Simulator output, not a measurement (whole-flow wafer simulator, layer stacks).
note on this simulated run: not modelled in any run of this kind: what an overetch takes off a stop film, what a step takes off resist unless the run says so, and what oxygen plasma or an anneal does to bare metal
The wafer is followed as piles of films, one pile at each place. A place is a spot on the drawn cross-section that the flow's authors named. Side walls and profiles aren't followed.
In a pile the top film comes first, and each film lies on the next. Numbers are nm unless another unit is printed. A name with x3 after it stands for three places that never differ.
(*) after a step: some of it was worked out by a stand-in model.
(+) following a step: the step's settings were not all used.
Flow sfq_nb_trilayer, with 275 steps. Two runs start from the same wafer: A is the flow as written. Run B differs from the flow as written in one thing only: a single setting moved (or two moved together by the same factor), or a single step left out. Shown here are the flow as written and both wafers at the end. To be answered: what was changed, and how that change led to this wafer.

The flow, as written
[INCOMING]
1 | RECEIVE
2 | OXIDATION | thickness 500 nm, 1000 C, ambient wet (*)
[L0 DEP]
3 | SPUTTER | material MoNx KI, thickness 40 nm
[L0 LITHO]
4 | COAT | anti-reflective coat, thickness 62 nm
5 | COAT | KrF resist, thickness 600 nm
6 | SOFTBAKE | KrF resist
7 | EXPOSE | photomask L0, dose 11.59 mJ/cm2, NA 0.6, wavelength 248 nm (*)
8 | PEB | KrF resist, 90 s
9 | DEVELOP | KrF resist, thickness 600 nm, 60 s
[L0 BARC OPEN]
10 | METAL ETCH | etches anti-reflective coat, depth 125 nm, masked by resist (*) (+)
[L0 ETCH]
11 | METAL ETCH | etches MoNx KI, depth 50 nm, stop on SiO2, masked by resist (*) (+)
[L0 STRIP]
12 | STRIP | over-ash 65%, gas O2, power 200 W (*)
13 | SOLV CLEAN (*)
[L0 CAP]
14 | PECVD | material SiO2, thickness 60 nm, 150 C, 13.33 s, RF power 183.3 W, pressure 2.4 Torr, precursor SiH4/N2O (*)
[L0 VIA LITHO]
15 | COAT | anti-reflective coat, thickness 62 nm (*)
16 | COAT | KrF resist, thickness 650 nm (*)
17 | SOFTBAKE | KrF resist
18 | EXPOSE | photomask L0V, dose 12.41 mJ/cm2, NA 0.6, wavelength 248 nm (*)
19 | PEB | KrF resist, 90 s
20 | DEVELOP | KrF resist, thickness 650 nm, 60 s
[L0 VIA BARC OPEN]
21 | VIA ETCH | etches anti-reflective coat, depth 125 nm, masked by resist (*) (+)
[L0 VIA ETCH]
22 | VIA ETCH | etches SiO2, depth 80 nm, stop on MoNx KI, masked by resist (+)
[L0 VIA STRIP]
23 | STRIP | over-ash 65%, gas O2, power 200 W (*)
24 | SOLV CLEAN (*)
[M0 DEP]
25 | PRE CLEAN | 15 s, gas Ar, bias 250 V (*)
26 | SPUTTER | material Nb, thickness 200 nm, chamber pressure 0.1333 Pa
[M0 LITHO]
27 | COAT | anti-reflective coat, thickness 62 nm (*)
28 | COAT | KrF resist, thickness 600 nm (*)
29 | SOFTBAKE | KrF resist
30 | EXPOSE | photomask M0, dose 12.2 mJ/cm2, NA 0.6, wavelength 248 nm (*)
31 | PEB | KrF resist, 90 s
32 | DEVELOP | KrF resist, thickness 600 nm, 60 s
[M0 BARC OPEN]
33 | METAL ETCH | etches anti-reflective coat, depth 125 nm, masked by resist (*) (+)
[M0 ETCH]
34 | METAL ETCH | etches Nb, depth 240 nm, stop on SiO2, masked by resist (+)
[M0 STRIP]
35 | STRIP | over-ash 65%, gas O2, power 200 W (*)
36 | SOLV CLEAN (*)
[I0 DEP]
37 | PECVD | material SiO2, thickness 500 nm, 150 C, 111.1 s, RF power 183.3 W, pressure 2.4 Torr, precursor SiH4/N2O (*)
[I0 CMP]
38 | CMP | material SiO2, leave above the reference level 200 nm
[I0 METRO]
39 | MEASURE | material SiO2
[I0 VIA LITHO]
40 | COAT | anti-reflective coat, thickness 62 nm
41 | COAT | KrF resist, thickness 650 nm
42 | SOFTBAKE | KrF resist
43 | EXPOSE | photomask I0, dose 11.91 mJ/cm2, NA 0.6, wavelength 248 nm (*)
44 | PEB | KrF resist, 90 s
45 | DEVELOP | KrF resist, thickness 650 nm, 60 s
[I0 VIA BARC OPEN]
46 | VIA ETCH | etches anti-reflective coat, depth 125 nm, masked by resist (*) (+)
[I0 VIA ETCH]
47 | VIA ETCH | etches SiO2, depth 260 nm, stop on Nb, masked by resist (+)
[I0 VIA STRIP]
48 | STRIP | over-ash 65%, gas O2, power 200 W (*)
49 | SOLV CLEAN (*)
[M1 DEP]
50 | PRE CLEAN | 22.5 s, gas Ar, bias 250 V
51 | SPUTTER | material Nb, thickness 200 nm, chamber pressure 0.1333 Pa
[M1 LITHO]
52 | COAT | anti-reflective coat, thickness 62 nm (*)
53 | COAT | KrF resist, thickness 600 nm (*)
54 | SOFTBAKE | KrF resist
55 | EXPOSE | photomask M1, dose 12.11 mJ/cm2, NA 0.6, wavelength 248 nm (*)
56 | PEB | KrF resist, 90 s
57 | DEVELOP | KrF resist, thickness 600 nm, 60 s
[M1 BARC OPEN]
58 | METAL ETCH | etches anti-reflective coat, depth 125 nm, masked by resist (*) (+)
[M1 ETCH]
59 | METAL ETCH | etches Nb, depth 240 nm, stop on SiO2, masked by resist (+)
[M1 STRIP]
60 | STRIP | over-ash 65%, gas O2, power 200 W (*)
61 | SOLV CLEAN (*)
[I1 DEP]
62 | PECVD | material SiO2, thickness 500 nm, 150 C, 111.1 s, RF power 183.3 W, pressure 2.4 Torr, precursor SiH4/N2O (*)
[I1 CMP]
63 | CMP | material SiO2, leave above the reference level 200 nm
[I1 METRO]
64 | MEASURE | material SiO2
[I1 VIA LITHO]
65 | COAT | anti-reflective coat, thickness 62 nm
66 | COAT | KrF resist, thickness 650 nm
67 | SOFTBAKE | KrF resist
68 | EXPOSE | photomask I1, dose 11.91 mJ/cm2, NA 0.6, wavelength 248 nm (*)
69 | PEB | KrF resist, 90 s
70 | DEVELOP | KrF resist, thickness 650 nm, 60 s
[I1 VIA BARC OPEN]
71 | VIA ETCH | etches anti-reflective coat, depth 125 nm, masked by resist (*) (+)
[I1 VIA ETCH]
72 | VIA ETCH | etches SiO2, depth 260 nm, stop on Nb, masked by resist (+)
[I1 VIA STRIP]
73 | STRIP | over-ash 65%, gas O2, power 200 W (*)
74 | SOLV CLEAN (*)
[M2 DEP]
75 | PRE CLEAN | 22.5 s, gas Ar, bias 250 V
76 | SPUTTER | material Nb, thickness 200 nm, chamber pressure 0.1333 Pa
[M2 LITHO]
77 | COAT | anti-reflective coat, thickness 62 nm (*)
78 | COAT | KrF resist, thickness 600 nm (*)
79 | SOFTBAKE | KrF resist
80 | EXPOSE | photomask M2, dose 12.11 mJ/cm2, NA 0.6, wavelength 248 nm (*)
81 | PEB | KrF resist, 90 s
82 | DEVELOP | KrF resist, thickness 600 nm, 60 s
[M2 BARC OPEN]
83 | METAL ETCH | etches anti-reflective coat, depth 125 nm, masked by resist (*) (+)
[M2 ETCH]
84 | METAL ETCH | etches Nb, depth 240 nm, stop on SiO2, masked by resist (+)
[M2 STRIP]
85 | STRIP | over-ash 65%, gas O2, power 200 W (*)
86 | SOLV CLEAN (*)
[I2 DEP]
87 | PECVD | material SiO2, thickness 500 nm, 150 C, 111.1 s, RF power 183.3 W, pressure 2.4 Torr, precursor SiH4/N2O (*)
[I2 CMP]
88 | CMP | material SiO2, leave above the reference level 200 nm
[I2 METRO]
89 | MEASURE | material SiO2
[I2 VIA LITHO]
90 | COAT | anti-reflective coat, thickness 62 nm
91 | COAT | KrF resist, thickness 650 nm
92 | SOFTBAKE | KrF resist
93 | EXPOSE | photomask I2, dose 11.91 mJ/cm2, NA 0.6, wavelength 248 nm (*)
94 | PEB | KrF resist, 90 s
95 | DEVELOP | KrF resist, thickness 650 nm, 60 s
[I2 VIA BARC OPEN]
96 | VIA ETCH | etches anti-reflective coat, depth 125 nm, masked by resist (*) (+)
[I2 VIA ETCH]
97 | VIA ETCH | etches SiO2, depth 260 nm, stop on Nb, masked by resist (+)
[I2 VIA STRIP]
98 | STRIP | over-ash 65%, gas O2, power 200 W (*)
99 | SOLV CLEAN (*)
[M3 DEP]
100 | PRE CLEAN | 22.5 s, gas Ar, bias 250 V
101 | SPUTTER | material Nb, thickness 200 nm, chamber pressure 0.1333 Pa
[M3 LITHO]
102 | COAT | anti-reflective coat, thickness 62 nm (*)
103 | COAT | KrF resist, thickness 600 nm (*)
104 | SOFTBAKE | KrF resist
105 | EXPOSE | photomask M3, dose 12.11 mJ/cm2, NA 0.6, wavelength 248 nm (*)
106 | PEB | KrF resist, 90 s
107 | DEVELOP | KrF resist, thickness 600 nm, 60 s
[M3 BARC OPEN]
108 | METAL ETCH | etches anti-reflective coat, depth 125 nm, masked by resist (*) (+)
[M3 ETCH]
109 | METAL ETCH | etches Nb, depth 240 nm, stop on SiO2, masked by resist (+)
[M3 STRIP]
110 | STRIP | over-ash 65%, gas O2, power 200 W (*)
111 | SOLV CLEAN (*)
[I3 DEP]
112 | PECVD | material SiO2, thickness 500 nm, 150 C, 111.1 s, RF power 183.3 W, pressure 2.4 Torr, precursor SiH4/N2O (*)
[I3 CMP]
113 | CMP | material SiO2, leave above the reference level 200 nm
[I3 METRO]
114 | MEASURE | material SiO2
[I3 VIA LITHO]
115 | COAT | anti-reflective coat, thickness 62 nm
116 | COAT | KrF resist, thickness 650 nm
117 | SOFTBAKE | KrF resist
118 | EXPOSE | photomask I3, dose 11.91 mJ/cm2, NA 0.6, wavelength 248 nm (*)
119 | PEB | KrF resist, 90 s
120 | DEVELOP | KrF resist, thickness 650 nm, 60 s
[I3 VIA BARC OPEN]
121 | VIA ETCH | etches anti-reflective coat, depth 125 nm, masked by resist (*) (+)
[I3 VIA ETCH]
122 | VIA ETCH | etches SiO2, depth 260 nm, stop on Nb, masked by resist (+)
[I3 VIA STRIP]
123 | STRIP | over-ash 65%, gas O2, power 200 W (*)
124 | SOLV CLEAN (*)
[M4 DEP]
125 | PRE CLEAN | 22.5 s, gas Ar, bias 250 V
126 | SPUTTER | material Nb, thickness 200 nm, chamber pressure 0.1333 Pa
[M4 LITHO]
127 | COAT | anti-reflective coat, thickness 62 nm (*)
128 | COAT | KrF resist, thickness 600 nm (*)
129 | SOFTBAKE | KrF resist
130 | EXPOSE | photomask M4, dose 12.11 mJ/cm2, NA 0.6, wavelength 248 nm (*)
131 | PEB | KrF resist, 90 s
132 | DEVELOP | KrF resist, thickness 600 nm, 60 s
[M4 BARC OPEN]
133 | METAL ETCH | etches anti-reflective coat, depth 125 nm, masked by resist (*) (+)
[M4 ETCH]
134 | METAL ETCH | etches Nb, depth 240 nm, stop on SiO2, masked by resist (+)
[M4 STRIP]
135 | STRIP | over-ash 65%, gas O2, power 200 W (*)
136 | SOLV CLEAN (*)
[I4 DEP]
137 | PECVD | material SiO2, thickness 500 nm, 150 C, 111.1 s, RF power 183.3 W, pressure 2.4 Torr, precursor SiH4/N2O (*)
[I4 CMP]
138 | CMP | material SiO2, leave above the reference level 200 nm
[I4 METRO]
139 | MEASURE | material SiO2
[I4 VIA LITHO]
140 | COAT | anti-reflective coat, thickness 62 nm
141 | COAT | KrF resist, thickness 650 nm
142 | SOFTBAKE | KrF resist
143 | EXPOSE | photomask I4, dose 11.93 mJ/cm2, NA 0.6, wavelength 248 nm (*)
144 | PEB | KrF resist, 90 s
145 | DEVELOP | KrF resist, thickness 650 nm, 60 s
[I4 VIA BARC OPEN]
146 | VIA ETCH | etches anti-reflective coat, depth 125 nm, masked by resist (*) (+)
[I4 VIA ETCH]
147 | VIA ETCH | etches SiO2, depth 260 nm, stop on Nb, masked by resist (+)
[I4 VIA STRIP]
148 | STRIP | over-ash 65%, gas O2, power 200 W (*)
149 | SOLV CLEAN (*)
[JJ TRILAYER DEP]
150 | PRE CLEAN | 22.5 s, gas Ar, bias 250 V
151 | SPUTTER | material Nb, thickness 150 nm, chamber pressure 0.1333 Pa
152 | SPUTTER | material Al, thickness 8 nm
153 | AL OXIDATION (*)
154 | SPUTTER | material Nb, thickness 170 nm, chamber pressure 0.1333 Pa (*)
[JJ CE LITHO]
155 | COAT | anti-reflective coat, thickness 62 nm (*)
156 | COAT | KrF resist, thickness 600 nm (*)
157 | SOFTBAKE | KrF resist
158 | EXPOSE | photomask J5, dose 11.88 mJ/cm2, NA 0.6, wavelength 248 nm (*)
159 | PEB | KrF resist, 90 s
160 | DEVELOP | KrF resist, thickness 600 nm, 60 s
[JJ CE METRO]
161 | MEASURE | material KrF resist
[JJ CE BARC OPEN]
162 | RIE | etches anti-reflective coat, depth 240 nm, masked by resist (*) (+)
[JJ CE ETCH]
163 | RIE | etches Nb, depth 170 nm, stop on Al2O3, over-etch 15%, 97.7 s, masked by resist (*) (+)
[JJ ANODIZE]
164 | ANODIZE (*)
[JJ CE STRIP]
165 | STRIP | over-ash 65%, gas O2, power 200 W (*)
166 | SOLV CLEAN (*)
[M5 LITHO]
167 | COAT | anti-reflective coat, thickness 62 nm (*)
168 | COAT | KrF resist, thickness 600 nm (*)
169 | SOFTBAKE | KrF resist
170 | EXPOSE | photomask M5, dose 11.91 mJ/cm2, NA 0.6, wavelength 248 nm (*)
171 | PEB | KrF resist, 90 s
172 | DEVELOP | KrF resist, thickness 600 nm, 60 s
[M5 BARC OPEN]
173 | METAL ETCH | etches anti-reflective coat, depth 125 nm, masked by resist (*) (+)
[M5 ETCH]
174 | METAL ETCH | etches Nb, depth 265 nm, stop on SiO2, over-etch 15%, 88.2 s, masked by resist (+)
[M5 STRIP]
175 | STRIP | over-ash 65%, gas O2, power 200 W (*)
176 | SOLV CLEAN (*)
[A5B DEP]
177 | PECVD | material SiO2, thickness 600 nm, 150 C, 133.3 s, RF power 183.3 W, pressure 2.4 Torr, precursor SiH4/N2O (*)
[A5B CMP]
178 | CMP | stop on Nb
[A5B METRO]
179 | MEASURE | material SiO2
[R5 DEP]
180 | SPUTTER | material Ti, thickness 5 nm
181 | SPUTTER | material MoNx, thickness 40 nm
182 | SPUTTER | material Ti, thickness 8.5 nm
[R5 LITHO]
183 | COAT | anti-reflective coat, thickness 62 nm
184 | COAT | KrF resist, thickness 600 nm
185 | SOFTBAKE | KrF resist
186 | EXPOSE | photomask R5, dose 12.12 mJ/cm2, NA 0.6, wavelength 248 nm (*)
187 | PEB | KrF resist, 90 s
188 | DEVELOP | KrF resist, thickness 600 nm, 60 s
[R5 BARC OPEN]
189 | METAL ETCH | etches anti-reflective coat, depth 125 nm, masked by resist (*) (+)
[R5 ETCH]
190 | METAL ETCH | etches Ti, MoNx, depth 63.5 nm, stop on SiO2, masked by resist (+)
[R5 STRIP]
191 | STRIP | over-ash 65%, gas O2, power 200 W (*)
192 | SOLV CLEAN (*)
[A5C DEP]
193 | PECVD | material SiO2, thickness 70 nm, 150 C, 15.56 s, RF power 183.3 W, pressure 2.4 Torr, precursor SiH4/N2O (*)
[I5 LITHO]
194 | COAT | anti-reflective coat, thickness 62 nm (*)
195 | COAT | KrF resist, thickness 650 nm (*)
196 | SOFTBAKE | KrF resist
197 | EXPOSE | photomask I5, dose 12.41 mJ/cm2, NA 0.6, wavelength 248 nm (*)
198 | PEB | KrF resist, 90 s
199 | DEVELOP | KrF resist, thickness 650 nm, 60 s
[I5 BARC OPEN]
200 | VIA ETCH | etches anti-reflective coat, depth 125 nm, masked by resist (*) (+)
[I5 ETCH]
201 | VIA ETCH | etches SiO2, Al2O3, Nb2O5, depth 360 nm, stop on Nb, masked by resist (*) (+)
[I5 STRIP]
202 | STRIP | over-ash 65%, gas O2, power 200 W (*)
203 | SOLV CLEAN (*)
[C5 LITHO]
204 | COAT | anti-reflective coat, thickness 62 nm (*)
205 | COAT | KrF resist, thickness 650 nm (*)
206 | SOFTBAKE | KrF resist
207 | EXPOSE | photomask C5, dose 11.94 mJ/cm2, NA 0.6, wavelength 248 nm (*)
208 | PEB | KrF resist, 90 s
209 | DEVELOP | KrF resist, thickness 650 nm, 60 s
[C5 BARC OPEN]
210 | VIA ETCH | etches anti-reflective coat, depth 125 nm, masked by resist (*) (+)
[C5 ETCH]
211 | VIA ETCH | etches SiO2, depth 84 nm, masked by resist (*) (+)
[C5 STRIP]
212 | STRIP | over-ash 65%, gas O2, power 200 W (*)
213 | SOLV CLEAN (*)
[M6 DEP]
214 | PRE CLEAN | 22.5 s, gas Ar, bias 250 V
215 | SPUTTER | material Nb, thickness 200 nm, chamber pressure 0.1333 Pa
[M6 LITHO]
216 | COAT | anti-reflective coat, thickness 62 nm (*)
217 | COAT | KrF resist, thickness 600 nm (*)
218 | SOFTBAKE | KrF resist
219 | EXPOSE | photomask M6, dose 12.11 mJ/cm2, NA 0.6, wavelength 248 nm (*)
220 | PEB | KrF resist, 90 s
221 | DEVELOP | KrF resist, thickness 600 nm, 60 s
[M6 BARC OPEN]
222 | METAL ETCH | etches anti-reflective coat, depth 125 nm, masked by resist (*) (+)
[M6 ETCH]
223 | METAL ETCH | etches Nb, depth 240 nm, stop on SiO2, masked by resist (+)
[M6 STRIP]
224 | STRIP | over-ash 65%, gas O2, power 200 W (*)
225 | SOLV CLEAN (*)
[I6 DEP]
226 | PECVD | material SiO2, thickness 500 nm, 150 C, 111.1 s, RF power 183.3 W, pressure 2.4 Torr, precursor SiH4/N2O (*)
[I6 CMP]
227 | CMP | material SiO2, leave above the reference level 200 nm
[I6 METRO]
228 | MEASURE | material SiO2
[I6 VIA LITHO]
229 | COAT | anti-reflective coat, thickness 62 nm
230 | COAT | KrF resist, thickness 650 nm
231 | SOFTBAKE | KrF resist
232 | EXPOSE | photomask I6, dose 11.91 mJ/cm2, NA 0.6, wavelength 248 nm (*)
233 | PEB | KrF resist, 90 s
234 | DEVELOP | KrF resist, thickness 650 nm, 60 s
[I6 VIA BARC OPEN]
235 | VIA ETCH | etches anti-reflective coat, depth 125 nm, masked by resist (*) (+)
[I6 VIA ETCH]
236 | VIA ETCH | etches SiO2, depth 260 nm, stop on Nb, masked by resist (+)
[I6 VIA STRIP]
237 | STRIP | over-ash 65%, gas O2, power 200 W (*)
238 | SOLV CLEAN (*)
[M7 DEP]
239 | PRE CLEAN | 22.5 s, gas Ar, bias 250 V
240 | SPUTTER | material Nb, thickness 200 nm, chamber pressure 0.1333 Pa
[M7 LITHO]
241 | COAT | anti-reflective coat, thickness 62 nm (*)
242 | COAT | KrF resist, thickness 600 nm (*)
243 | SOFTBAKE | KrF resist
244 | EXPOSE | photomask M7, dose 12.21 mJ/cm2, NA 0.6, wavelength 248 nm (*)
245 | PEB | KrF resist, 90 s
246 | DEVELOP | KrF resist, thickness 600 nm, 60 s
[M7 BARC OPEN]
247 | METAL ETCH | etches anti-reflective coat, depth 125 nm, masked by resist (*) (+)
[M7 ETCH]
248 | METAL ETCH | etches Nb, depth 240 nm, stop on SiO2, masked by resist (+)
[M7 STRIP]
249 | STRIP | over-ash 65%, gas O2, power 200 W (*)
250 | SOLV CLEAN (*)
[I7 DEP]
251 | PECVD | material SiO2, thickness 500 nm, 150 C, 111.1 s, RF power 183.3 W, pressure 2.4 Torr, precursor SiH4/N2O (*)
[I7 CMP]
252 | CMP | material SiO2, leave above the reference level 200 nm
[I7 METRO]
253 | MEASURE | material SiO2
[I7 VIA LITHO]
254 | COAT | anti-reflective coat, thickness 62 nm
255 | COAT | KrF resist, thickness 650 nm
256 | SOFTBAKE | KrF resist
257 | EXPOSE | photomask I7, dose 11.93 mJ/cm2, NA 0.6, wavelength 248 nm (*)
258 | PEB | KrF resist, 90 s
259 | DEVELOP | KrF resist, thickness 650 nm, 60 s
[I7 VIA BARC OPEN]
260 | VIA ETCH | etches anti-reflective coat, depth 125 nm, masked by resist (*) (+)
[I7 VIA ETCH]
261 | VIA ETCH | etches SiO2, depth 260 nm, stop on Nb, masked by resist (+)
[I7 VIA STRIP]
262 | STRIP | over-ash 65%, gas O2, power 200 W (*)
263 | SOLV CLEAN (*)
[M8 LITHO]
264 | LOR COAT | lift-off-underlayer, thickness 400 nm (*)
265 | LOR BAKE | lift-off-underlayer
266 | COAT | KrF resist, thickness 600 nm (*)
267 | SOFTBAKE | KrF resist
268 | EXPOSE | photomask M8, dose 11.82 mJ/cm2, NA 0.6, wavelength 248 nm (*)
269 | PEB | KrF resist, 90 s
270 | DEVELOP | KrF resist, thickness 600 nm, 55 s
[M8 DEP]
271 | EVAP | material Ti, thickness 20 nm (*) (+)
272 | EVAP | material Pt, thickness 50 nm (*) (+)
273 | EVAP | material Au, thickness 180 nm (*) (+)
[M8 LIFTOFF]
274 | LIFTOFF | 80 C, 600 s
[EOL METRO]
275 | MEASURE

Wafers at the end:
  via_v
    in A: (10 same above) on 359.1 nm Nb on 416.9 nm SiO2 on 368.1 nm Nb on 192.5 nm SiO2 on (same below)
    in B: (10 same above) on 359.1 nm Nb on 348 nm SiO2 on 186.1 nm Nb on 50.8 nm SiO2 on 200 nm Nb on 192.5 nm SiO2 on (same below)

Cause: step 72, VIA ETCH: depth 141.5 nm was run, while the flow as written has depth 260 nm.

The path from the change to this, step by step:
  72 | VIA ETCH | etches SiO2, depth 260 nm, stop on Nb, masked by resist (+)
      via_v: A SiO2 loses 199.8 (all of it) | B SiO2 loses 141.5
      field_l, v_sur, via_wl and 102 more: A KrF resist loses 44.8 | B KrF resist loses 24.4
  73 | STRIP | over-ash 65%, gas O2, power 200 W (*)
      field_l, v_sur, via_wl and 102 more: A KrF resist loses 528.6 (all of it), anti-reflective coat loses 62 (all of it) | B KrF resist loses 549 (all of it), anti-reflective coat loses 62 (all of it)
  75 | PRE CLEAN | 22.5 s, gas Ar, bias 250 V
      via_v: A Nb loses 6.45 | B SiO2 loses 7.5
  76 | SPUTTER | material Nb, thickness 200 nm, chamber pressure 0.1333 Pa
      via_v: A Nb gains 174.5 | B Nb gains 186.1 (new film)
  77 | COAT | anti-reflective coat, thickness 62 nm (*)
      via_sp: A anti-reflective coat gains 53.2 (new film) | B anti-reflective coat gains 54.3 (new film)
      via_v: A anti-reflective coat gains 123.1 (new film) | B anti-reflective coat gains 109.9 (new film)
  78 | COAT | KrF resist, thickness 600 nm (*)
      via_v: A KrF resist gains 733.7 (new film) | B KrF resist gains 687.2 (new film)
  85 | STRIP | over-ash 65%, gas O2, power 200 W (*)
      via_sp: A KrF resist loses 374.4 (all of it), anti-reflective coat loses 53.2 (all of it) | B KrF resist loses 378.2 (all of it), anti-reflective coat loses 54.3 (all of it)
      via_v: A KrF resist loses 515.8 (all of it), anti-reflective coat loses 123.1 (all of it) | B KrF resist loses 469.3 (all of it), anti-reflective coat loses 109.9 (all of it)
  87 | PECVD | material SiO2, thickness 500 nm, 150 C, 111.1 s, RF power 183.3 W, pressure 2.4 Torr, precursor SiH4/N2O (*)
      via_v: A SiO2 gains 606 (new film) | B SiO2 gains 512.6 (new film)
  88 | CMP | material SiO2, leave above the reference level 200 nm
      via_v: A SiO2 loses 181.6 | B SiO2 loses 157.1
If metal films that touch count as one body, via_v has 7 bodies (between them, from the top down: SiO2 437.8; SiO2 209 / Al2O3 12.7 / Nb2O5 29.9; SiO2 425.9; SiO2 348; SiO2 50.8; SiO2 192.5); the flow as written gives 6 bodies (between them, from the top down: SiO2 437.8; SiO2 209 / Al2O3 12.7 / Nb2O5 29.9; SiO2 425.9; SiO2 416.9; SiO2 192.5).
